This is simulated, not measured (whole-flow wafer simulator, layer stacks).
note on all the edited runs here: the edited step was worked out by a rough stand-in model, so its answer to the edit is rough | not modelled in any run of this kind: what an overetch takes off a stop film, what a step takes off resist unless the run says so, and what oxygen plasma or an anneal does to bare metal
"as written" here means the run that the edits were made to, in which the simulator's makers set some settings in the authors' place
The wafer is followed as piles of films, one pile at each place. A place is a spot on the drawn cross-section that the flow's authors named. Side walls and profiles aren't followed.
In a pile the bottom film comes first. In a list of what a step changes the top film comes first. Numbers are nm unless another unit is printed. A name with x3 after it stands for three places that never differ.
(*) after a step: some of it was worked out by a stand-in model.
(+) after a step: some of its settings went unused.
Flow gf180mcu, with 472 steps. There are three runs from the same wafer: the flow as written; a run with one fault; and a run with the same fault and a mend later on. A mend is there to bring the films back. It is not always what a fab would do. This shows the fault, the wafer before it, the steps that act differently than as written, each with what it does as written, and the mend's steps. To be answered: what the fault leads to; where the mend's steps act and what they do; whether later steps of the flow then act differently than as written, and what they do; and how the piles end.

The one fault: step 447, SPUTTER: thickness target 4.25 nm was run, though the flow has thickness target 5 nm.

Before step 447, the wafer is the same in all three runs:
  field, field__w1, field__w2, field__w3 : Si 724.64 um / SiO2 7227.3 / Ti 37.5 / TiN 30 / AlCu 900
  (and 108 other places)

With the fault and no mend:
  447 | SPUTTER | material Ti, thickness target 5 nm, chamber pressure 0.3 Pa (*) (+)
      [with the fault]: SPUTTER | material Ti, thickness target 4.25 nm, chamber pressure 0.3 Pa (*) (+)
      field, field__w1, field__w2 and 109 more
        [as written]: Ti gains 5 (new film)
        [with the fault]: Ti gains 4.25 (new film)
  Steps further on in the flow that do not act as written (4 other steps are not shown; they differ only slightly, by no more than 2% or 0.5 nm, whichever is larger):
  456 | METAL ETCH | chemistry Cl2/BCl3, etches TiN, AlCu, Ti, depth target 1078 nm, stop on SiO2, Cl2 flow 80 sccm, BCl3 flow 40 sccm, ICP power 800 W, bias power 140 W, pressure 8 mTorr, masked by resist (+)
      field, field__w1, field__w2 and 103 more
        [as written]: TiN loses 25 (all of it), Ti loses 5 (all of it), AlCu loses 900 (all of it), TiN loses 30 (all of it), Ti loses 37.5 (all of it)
        [with the fault]: TiN loses 25 (all of it), Ti loses 4.25 (all of it), AlCu loses 900 (all of it), TiN loses 30 (all of it), Ti loses 37.5 (all of it)
  The piles end different from the flow's at field__w8, contact, m1, m1__w1, pad, m1_nw by more than 2% or 0.5 nm, whichever is larger.
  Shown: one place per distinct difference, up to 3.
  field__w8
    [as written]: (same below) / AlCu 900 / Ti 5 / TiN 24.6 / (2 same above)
    [with the fault]: (same below) / AlCu 900 / Ti 4.25 / TiN 24.6 / (2 same above)
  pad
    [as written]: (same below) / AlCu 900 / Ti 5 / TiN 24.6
    [with the fault]: (same below) / AlCu 900 / Ti 4.25 / TiN 24.6

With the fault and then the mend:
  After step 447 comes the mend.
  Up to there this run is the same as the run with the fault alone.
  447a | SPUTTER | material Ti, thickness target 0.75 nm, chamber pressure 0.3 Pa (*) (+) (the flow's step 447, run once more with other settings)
      field, field__w1, field__w2 and 109 more
        Ti gains 0.75
  Later steps of the flow that are run all act as written at every place that is followed.
  The piles end the same as the flow's at every place that both follow.
